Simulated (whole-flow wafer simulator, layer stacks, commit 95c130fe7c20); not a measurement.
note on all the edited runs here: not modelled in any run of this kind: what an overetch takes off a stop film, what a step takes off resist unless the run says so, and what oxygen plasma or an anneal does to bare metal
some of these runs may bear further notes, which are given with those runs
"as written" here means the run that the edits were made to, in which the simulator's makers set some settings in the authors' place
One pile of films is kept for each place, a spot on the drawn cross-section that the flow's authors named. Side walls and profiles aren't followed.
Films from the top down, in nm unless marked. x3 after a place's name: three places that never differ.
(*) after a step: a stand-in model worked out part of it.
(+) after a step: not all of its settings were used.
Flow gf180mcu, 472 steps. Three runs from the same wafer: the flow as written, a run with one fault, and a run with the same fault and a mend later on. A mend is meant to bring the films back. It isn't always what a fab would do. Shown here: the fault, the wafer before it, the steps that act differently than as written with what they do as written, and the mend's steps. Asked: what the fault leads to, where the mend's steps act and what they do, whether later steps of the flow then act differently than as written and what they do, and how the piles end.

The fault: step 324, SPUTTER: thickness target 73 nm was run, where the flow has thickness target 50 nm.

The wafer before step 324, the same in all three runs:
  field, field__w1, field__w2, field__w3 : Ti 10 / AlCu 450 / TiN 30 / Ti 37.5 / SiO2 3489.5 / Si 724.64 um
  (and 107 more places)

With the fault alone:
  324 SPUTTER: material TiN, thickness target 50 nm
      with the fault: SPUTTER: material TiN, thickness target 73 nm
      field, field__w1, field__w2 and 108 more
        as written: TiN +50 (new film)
        with the fault: TiN +73 (new film)
  Later steps of the flow that act differently than as written (3 more steps differ only slightly, by at most 2% or 0.5 nm, whichever is larger, and aren't shown):
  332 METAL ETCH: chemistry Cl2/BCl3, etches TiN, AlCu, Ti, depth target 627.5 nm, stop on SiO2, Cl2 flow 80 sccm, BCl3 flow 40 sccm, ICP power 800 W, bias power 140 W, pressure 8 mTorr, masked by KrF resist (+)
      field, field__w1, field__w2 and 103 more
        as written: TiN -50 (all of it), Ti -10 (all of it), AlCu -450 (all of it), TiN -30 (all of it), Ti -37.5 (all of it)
        with the fault: TiN -73 (all of it), Ti -10 (all of it), AlCu -450 (all of it), TiN -30 (all of it), Ti -37.5 (all of it)
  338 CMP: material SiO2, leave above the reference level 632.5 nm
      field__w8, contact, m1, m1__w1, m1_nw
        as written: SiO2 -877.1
        with the fault: SiO2 -900.1
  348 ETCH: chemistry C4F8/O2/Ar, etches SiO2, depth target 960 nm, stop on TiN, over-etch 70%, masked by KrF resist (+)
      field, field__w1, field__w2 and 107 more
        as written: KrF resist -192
        with the fault: KrF resist -186.8
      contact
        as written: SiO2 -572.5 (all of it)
        with the fault: SiO2 -549.5 (all of it)
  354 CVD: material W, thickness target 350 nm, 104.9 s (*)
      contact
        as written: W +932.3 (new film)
        with the fault: W +909.1 (new film)
  At the end the piles differ from the flow's by more than 2% or 0.5 nm, whichever is larger, at field__w8, contact, m1, m1__w1, m1_nw.
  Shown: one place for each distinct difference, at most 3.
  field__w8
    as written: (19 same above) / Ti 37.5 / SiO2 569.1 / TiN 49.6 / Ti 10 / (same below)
    with the fault: (19 same above) / Ti 37.5 / SiO2 546.1 / TiN 72.6 / Ti 10 / (same below)
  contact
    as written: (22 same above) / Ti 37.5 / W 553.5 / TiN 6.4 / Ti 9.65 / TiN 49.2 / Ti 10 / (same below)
    with the fault: (22 same above) / Ti 37.5 / W 530.3 / TiN 6.49 / Ti 9.78 / TiN 72.2 / Ti 10 / (same below)

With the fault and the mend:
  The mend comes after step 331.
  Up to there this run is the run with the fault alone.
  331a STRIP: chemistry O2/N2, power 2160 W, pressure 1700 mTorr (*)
      field__w8, contact, m1, m1__w1, m1_nw
        KrF resist -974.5 (all of it)
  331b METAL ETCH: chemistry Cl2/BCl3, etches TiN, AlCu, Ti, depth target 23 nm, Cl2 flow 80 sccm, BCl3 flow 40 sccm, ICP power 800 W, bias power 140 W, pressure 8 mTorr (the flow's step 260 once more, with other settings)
      field, field__w1, field__w2 and 108 more
        TiN -23
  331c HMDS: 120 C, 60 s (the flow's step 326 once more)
      changes no film at any place that is followed
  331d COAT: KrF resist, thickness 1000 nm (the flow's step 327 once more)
      field, field__w1, field__w2 and 108 more
        KrF resist +1000 (new film)
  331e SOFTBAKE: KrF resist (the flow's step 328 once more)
      changes no film at any place that is followed
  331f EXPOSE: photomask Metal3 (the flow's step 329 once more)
      changes no film at any place that is followed
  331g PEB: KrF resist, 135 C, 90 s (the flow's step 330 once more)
      field, field__w1, field__w2 and 108 more
        KrF resist -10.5
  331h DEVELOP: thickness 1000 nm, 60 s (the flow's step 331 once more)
      field, field__w1, field__w2 and 103 more
        KrF resist -989.5 (all of it)
      field__w8, contact, m1, m1__w1, m1_nw
        KrF resist -14.9
  No later step of the flow acts differently than as written at any place that is followed.
  At the end the piles are the same as the flow's at every place that both follow.
